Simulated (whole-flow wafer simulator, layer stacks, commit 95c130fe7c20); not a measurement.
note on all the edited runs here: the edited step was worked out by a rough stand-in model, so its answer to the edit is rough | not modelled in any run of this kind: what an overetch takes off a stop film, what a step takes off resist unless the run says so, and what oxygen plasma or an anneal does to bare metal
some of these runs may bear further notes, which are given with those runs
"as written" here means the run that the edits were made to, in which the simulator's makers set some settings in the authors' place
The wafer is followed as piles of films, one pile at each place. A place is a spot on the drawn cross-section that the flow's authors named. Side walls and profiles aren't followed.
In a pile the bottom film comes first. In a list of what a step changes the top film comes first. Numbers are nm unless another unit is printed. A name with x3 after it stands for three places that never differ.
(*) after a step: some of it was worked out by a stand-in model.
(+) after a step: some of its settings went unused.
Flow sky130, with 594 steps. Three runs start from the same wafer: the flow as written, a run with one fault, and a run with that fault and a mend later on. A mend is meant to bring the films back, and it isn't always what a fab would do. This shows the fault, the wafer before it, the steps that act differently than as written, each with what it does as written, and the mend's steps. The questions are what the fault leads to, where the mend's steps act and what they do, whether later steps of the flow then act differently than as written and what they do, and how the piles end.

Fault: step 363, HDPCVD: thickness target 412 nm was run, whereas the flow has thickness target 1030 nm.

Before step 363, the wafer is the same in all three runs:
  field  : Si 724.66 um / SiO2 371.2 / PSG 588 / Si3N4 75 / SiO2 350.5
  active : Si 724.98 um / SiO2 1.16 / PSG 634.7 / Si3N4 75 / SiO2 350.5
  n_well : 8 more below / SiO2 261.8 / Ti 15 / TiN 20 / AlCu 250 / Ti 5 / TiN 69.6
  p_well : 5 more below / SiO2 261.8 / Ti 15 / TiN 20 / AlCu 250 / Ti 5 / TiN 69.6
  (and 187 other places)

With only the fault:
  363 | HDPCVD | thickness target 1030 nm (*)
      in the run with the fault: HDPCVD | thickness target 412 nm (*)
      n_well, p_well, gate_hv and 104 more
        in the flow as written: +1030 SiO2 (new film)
        in the run with the fault: +412 SiO2 (new film)
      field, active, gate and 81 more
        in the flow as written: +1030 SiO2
        in the run with the fault: +412 SiO2
  Steps later in the flow that act otherwise than as written (25 other steps are not shown; they differ only slightly, by no more than 2% or 0.5 nm, whichever is larger):
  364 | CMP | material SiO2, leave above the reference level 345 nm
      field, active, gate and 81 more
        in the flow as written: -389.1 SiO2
        in the run with the fault: nothing
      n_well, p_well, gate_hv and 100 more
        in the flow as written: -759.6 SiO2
        in the run with the fault: -141.6 SiO2
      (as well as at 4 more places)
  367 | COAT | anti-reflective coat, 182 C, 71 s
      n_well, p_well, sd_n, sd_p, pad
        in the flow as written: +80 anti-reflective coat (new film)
        in the run with the fault: +3 anti-reflective coat (new film)
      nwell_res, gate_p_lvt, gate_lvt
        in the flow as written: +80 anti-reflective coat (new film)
        in the run with the fault: +44.2 anti-reflective coat (new film)
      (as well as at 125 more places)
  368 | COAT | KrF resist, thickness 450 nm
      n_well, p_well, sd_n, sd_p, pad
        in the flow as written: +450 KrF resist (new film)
        in the run with the fault: +272.6 KrF resist (new film)
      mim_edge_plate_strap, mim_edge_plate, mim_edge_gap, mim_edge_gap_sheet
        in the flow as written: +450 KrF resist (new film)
        in the run with the fault: +424 KrF resist (new film)
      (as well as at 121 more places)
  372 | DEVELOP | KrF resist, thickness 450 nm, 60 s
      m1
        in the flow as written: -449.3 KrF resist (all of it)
        in the run with the fault: -364.7 KrF resist (all of it)
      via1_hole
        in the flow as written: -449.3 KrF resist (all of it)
        in the run with the fault: -299.7 KrF resist (all of it)
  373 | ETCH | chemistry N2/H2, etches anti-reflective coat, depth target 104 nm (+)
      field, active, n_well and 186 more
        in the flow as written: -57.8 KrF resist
        in the run with the fault: -12.7 KrF resist
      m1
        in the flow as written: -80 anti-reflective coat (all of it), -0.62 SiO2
        in the run with the fault: -15.5 anti-reflective coat (all of it), -0.19 SiO2
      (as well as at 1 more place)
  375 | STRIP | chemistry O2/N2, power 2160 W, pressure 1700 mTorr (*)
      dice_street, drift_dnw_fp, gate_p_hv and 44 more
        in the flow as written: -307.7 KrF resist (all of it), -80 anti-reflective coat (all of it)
        in the run with the fault: -352.7 KrF resist (all of it), -80 anti-reflective coat (all of it)
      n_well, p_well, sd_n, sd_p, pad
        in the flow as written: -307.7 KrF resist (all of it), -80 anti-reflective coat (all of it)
        in the run with the fault: -175.6 KrF resist (all of it), -3 anti-reflective coat (all of it)
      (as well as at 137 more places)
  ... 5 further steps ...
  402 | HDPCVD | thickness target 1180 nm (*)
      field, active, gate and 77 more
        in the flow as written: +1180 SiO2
        in the run with the fault: +1180 SiO2 (new film)
  By the end, the piles at field, active, gate and 84 more depart from the flow's by more than 2% or 0.5 nm, whichever is larger.
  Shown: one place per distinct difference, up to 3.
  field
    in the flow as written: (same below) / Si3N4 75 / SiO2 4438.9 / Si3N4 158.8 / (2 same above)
    in the run with the fault: (same below) / Si3N4 75 / SiO2 762.5 / TiN 20 / W 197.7 / SiO2 3458.7 / Si3N4 158.8 / (2 same above)
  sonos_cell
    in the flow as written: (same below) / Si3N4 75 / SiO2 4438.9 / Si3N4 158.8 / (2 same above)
    in the run with the fault: (same below) / Si3N4 75 / SiO2 762.5 / TiN 20 / W 197.8 / SiO2 3458.7 / Si3N4 158.8 / (2 same above)
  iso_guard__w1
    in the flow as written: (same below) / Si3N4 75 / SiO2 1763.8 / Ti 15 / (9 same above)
    in the run with the fault: (same below) / Si3N4 75 / SiO2 762.5 / TiN 20 / W 197.8 / SiO2 783.6 / Ti 15 / (9 same above)

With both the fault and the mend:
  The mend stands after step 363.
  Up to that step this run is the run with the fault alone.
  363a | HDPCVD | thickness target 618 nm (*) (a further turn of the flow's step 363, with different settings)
      field, active, n_well and 188 more
        +618 SiO2
  None of the later steps of the flow differs from how it acts as written, at any place that is followed, by more than 2% or 0.5 nm, whichever is larger.
  At every place that both follow, the piles at the end match the flow's.
